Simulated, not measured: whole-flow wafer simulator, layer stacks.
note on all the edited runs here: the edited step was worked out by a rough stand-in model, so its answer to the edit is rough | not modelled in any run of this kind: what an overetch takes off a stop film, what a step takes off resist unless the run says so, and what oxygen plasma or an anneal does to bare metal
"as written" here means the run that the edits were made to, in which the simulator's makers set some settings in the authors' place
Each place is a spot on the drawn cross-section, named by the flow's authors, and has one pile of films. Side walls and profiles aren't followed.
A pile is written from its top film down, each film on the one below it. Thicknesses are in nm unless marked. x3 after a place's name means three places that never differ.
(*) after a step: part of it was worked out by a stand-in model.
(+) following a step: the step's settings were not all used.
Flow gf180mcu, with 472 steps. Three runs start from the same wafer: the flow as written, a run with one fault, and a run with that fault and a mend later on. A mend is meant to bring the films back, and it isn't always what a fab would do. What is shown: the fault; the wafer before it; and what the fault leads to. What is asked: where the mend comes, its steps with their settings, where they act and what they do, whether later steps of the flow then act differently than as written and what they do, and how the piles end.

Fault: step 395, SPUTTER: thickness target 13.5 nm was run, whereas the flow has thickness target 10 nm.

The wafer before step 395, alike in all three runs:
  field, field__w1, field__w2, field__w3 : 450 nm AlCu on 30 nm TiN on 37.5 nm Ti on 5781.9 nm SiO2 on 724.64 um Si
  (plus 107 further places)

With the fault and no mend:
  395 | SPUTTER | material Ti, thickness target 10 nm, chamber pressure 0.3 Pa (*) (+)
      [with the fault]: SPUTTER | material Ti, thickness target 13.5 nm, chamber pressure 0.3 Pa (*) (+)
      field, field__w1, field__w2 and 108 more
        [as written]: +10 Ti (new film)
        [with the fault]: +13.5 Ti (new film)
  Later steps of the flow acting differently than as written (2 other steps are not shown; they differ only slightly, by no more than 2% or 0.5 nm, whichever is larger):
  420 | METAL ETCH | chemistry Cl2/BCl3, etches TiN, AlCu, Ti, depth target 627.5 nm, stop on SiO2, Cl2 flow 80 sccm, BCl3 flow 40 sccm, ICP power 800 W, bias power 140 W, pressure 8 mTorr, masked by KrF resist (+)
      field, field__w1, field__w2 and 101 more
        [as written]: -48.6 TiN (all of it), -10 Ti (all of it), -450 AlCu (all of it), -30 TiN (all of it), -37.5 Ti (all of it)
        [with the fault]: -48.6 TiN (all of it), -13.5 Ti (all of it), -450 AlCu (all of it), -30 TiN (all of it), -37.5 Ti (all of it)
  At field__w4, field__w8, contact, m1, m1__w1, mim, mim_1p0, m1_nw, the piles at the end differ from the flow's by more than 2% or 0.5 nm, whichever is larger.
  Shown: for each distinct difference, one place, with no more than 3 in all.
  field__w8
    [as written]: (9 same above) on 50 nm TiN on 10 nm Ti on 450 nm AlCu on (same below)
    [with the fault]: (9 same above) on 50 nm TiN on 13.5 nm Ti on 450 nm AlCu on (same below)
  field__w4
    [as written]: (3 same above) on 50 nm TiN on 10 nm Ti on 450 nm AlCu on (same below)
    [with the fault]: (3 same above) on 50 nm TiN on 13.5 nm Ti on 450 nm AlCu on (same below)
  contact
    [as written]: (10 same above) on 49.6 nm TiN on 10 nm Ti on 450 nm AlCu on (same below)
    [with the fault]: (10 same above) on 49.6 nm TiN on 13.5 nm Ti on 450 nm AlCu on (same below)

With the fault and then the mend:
  The mend follows step 395.
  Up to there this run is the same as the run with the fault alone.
  395a | METAL ETCH | chemistry Cl2/BCl3, etches TiN, AlCu, Ti, depth target 3.5 nm, Cl2 flow 80 sccm, BCl3 flow 40 sccm, ICP power 800 W, bias power 140 W, pressure 8 mTorr (the flow's step 260, run once more with other settings)
      field, field__w1, field__w2 and 108 more
        -3.5 Ti
  Every later step of the flow that is run acts as written at every place that is followed.
  The piles end the same as the flow's at every place that both follow.
